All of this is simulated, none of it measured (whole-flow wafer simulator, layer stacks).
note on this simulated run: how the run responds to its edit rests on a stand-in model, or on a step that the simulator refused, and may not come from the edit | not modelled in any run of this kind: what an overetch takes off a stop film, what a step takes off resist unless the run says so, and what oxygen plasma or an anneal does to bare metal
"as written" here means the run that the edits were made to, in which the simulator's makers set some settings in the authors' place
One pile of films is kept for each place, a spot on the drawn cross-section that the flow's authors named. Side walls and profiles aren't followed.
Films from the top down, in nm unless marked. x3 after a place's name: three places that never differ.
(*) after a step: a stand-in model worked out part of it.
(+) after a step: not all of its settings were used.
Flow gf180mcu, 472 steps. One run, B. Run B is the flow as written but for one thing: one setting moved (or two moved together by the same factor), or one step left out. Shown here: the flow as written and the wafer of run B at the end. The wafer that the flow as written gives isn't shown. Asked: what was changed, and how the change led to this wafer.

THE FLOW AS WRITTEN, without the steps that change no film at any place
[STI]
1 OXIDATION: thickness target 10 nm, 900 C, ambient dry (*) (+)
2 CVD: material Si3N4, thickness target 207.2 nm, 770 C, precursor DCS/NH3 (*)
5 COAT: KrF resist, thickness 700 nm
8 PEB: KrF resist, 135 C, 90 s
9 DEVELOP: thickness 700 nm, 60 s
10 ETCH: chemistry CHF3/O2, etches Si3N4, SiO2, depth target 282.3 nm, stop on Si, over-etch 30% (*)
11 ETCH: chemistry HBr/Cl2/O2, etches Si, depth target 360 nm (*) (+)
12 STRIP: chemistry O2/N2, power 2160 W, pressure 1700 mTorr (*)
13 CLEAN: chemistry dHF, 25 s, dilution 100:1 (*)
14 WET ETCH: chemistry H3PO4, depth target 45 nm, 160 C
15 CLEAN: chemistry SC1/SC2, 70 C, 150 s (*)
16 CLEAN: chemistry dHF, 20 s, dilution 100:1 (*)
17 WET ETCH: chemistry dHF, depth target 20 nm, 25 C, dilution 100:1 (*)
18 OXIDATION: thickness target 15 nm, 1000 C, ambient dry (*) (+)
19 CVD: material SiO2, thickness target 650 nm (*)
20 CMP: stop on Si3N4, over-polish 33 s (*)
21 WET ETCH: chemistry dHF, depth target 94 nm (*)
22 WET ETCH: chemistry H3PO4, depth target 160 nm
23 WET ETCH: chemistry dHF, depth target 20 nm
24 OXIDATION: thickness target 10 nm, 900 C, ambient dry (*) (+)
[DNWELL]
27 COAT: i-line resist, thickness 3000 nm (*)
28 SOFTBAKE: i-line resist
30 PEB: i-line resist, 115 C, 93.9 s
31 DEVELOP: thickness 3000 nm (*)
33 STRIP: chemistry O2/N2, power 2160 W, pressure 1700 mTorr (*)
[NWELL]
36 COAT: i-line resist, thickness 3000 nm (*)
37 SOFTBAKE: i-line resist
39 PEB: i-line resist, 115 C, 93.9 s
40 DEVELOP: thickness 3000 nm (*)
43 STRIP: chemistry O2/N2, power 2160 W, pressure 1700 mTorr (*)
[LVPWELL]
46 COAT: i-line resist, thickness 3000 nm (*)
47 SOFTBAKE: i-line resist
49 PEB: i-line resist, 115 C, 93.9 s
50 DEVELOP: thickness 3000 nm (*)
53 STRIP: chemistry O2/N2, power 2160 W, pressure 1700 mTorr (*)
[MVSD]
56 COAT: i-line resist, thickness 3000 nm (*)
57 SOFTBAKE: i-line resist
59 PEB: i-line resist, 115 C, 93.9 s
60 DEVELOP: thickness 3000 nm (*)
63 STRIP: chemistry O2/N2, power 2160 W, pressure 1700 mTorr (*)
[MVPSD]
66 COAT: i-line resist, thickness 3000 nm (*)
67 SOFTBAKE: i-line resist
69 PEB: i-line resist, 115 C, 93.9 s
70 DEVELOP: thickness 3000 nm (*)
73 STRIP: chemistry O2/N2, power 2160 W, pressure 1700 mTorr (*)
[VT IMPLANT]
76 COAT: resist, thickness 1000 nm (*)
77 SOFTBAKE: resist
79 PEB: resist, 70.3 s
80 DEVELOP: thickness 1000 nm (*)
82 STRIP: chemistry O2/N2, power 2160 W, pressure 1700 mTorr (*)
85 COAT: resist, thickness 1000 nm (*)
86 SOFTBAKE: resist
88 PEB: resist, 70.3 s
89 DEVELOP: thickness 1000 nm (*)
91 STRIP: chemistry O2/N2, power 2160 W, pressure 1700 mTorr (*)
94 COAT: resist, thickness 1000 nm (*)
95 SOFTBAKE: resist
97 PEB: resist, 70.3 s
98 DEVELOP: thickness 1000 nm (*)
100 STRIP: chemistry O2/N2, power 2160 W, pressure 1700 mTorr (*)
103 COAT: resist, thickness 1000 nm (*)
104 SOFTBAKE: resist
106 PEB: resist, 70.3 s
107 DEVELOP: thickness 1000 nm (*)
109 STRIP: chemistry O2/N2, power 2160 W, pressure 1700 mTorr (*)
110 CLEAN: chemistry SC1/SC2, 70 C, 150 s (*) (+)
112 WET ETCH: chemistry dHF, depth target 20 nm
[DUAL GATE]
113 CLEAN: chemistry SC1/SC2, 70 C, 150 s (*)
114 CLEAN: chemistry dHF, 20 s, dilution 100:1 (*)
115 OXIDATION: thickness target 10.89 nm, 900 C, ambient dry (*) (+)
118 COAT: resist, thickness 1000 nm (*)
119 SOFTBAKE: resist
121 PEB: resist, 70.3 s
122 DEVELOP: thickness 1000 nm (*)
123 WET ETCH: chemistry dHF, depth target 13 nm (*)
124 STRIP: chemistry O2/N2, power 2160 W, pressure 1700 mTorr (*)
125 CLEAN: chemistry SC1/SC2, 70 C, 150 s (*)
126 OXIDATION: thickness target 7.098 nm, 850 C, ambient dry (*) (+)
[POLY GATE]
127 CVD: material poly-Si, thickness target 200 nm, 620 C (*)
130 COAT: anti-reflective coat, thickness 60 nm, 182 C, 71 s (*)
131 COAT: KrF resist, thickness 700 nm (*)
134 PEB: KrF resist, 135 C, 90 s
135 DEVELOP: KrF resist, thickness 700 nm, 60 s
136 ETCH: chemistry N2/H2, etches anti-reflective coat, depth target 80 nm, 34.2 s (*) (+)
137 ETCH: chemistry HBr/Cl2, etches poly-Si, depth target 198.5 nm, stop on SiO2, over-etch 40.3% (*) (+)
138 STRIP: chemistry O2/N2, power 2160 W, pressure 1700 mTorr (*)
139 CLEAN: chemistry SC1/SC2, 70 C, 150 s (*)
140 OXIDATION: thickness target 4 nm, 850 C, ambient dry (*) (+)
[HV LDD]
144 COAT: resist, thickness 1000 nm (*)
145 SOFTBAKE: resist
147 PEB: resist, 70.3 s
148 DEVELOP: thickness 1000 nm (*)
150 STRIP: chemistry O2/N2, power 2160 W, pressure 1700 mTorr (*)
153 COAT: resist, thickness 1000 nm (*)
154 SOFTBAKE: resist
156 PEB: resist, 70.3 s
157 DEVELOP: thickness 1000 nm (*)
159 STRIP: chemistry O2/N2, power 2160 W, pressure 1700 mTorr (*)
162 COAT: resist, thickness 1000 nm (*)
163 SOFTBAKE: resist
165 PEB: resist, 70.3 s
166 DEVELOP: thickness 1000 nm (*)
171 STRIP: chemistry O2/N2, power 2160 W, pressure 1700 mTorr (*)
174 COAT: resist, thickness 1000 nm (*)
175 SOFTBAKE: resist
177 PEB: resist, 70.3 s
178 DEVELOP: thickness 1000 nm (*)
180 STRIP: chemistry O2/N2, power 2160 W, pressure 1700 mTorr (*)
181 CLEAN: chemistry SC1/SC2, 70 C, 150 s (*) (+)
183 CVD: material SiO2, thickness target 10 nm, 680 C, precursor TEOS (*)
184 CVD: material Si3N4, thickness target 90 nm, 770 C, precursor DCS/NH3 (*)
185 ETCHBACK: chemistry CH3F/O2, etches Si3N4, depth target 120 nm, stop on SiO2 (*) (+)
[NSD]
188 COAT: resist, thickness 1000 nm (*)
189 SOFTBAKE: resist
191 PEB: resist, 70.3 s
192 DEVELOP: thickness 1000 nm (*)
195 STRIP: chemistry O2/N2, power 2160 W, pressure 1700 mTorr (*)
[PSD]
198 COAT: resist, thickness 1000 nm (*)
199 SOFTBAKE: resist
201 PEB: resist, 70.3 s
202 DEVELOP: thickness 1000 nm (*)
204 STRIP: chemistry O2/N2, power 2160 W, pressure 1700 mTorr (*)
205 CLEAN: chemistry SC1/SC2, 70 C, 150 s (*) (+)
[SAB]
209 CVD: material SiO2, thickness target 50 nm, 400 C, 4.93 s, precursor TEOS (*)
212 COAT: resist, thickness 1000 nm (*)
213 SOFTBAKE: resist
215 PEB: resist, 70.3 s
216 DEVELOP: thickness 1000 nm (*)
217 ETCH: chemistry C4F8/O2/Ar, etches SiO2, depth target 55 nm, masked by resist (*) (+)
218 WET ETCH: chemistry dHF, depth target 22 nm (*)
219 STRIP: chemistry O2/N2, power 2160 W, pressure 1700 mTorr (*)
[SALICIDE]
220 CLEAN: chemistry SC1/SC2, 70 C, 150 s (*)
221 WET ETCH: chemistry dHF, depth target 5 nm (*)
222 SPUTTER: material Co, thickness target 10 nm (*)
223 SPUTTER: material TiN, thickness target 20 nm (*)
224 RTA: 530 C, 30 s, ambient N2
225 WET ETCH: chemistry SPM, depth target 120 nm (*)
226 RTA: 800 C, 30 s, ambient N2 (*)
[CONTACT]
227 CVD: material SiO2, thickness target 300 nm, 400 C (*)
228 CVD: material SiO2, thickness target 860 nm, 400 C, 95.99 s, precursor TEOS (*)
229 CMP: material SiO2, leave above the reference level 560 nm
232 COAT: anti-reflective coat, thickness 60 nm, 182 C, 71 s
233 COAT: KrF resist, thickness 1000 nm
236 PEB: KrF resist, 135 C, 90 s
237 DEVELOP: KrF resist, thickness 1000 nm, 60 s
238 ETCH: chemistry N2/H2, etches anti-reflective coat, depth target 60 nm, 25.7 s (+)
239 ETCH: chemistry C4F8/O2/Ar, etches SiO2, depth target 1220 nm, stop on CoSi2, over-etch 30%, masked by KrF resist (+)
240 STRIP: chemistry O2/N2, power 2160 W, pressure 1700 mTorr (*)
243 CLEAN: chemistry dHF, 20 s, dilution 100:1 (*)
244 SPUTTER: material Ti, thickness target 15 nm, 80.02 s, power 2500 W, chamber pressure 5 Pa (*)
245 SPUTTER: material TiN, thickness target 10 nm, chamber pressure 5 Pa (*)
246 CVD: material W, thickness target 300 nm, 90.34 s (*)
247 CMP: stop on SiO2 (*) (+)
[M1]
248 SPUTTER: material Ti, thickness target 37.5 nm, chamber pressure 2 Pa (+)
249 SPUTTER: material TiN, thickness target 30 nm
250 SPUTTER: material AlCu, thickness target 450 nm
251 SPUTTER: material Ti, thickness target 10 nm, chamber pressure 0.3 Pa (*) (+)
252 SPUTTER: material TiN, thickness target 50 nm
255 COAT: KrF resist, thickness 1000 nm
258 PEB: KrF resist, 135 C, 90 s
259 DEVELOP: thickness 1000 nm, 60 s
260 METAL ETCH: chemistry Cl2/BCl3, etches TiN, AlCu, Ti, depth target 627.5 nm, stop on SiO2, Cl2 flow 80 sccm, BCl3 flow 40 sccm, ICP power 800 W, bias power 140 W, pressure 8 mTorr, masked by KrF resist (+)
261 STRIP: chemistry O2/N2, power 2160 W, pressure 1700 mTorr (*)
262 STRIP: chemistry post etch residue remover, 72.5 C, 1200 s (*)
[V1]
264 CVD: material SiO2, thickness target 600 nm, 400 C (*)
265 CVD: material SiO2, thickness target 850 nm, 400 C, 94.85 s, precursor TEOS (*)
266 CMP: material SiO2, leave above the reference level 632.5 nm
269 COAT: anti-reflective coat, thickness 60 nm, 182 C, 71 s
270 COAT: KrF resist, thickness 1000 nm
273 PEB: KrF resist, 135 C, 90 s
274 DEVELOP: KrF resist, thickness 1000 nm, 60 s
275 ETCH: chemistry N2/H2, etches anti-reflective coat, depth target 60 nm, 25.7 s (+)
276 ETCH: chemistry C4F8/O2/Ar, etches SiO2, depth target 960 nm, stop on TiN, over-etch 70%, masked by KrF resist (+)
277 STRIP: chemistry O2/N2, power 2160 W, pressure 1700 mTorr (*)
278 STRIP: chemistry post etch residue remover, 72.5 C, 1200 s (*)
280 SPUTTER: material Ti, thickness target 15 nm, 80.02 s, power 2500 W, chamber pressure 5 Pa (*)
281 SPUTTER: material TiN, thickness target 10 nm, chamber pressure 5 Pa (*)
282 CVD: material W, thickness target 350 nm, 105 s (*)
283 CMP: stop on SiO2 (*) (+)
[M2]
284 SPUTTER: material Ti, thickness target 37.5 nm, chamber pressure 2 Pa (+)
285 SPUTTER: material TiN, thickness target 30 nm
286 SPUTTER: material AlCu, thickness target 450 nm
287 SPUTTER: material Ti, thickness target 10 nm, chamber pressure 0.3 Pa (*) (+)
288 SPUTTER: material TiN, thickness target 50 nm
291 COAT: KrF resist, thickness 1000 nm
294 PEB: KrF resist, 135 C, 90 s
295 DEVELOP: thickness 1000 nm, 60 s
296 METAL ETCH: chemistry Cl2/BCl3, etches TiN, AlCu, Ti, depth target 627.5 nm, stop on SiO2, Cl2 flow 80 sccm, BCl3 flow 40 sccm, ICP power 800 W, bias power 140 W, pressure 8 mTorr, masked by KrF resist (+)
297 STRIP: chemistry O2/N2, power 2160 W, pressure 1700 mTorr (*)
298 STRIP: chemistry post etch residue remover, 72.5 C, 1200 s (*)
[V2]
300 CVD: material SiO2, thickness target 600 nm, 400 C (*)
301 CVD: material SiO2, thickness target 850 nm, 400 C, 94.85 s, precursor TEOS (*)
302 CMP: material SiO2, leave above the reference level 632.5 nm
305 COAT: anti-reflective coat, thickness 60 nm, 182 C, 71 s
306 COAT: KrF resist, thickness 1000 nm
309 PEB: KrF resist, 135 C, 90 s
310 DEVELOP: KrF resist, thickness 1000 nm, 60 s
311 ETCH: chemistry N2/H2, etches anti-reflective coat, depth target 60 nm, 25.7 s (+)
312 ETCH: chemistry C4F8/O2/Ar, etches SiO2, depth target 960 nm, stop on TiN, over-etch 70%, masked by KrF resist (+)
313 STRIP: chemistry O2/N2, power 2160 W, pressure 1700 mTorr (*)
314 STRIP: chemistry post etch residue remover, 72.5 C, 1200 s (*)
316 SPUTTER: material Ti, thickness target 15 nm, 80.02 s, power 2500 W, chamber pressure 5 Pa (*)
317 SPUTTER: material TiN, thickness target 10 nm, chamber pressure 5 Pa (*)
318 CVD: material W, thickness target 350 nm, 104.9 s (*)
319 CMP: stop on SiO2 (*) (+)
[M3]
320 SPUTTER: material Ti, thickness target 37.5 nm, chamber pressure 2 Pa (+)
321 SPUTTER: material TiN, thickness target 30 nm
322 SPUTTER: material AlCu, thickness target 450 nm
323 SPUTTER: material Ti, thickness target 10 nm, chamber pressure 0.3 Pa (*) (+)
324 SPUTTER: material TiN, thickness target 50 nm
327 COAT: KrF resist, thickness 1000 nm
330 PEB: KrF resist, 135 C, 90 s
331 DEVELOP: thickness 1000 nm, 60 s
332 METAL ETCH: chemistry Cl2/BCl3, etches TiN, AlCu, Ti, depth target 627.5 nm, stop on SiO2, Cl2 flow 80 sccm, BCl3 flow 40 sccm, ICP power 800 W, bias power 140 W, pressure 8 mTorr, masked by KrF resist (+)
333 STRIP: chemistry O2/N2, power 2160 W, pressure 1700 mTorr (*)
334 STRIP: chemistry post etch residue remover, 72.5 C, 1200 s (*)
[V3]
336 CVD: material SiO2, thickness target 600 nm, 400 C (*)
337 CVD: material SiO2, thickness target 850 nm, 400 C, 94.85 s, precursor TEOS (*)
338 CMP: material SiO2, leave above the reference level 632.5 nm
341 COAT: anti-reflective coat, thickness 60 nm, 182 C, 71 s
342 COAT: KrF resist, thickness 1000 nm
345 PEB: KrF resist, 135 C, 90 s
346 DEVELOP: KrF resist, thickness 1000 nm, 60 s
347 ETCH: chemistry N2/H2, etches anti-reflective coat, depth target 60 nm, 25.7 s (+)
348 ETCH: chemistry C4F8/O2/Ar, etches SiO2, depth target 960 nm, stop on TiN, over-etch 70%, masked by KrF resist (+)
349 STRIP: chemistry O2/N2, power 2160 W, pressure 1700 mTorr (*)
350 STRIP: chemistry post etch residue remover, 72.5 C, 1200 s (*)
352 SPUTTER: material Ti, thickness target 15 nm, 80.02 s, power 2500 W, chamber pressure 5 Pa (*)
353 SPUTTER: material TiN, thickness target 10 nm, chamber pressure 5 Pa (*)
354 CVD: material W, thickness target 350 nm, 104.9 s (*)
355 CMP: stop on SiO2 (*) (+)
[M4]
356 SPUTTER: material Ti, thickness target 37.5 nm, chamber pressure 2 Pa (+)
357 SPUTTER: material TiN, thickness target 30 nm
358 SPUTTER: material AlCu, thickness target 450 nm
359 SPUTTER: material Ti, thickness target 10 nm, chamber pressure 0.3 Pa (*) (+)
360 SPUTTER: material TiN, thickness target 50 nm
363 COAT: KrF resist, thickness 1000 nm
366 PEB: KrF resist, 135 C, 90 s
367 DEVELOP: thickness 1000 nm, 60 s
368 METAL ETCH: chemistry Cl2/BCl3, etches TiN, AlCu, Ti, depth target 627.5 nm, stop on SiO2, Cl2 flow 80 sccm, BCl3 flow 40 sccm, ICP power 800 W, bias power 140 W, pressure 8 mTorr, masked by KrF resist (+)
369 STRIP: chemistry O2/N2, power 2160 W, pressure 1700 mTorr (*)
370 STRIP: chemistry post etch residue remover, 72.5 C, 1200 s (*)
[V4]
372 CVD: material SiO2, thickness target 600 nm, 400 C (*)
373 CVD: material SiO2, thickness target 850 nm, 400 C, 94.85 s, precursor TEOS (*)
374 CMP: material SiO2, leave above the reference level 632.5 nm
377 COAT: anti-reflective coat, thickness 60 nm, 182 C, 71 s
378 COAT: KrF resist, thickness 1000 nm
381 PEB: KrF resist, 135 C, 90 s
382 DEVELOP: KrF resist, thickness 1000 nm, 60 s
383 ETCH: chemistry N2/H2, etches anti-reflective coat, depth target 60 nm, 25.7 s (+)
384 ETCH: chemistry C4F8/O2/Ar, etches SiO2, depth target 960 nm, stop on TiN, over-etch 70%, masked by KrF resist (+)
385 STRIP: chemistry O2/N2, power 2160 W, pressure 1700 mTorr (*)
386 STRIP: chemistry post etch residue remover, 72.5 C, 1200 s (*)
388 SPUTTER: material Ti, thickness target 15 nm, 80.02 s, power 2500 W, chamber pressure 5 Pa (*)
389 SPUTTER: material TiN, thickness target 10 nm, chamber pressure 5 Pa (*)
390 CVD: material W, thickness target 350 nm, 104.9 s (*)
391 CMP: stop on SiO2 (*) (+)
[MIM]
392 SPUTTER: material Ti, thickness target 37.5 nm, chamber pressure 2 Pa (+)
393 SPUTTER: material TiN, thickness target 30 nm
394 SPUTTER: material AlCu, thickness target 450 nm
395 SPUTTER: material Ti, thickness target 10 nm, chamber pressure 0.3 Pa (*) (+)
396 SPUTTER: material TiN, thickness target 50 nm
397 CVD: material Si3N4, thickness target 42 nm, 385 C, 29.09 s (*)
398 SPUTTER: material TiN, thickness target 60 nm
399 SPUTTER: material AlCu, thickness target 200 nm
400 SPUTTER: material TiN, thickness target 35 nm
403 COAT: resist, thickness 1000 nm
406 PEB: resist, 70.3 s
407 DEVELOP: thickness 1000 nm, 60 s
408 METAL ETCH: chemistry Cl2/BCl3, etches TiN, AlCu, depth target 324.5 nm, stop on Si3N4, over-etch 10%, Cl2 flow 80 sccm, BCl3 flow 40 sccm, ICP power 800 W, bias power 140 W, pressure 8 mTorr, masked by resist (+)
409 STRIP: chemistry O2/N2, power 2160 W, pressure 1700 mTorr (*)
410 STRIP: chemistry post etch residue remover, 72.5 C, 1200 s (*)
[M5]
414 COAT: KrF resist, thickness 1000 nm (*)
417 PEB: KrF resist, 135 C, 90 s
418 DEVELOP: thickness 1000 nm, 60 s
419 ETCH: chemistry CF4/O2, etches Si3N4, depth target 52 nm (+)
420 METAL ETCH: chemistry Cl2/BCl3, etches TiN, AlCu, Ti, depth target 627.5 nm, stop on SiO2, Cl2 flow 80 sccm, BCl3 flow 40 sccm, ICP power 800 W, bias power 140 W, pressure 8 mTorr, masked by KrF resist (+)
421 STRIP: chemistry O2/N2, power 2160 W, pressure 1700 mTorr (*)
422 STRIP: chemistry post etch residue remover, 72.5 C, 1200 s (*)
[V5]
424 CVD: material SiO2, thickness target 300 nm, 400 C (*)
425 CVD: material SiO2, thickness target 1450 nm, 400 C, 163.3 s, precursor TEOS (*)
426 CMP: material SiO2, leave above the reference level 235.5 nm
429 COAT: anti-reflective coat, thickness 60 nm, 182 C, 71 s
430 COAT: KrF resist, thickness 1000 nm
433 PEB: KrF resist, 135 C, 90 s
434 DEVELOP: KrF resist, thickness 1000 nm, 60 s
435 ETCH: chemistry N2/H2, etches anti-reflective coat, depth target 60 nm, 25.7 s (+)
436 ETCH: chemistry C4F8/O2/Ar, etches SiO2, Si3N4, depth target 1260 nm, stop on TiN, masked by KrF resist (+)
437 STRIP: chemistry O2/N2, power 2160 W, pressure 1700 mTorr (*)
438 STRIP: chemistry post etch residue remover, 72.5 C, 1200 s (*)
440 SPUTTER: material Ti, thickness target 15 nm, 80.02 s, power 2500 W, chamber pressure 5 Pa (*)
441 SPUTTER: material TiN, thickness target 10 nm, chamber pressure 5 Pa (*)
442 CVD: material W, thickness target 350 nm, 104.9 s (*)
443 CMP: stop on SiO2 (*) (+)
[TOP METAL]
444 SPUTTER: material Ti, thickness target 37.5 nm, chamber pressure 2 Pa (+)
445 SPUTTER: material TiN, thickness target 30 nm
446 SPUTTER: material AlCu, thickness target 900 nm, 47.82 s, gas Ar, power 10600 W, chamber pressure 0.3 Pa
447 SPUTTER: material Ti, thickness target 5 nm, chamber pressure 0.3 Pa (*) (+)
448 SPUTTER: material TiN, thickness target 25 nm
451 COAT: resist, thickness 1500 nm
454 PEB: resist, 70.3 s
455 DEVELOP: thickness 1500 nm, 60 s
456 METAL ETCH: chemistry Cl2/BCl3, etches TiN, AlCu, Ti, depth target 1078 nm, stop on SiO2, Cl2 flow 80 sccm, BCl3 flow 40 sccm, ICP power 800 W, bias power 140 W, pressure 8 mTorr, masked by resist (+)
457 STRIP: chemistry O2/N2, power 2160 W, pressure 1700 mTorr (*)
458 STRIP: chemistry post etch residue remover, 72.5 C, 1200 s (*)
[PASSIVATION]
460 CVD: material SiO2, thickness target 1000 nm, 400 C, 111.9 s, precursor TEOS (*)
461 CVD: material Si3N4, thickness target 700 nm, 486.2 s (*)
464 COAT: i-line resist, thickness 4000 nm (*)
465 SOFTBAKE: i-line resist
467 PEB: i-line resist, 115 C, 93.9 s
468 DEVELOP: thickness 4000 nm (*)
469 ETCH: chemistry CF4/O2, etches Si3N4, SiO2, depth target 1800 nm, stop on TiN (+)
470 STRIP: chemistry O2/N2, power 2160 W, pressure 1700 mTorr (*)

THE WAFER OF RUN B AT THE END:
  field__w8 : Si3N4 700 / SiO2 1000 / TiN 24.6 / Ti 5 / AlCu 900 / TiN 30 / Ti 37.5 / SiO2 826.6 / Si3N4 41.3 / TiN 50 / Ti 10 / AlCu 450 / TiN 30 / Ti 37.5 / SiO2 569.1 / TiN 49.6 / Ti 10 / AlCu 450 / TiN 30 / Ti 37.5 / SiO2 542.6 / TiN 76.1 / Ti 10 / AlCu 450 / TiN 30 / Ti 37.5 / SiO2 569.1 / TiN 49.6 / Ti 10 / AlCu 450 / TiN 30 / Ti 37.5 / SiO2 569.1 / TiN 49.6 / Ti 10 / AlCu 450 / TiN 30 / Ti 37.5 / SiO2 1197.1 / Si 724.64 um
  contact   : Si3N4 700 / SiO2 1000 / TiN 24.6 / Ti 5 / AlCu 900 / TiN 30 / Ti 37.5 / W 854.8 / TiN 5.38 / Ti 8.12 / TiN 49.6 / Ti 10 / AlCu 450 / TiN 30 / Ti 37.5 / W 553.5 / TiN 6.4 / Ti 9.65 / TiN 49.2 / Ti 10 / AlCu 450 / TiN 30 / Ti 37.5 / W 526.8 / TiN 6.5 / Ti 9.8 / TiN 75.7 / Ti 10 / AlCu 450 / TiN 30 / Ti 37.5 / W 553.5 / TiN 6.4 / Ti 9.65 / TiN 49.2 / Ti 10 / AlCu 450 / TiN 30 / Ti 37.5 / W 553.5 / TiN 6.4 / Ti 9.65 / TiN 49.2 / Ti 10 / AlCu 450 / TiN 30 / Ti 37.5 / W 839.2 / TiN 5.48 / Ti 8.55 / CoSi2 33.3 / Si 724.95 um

The cause: step 324, SPUTTER: thickness target 76.5 nm was run, where the flow has thickness target 50 nm.

How the change led to this, step by step:
  324 SPUTTER: material TiN, thickness target 50 nm
      field, field__w1, field__w2 and 108 more: TiN +76.5 (new film) (as written it would be: TiN +50 (new film))
  332 METAL ETCH: chemistry Cl2/BCl3, etches TiN, AlCu, Ti, depth target 627.5 nm, stop on SiO2, Cl2 flow 80 sccm, BCl3 flow 40 sccm, ICP power 800 W, bias power 140 W, pressure 8 mTorr, masked by KrF resist (+)
      field, field__w1, field__w2 and 103 more: TiN -76.5 (all of it), Ti -10 (all of it), AlCu -450 (all of it), TiN -30 (all of it), Ti -37.5 (all of it) (as written it would be: TiN -50 (all of it), Ti -10 (all of it), AlCu -450 (all of it), TiN -30 (all of it), Ti -37.5 (all of it))
  338 CMP: material SiO2, leave above the reference level 632.5 nm
      field__w8, contact, m1, m1__w1, m1_nw: SiO2 -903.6 (as written it would be: SiO2 -877.1)
  348 ETCH: chemistry C4F8/O2/Ar, etches SiO2, depth target 960 nm, stop on TiN, over-etch 70%, masked by KrF resist (+)
      field, field__w1, field__w2 and 107 more: KrF resist -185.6 (as written it would be: KrF resist -192)
      contact: SiO2 -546 (all of it) (as written it would be: SiO2 -572.5 (all of it))
  354 CVD: material W, thickness target 350 nm, 104.9 s (*)
      contact: W +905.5 (new film) (as written it would be: W +932.3 (new film))
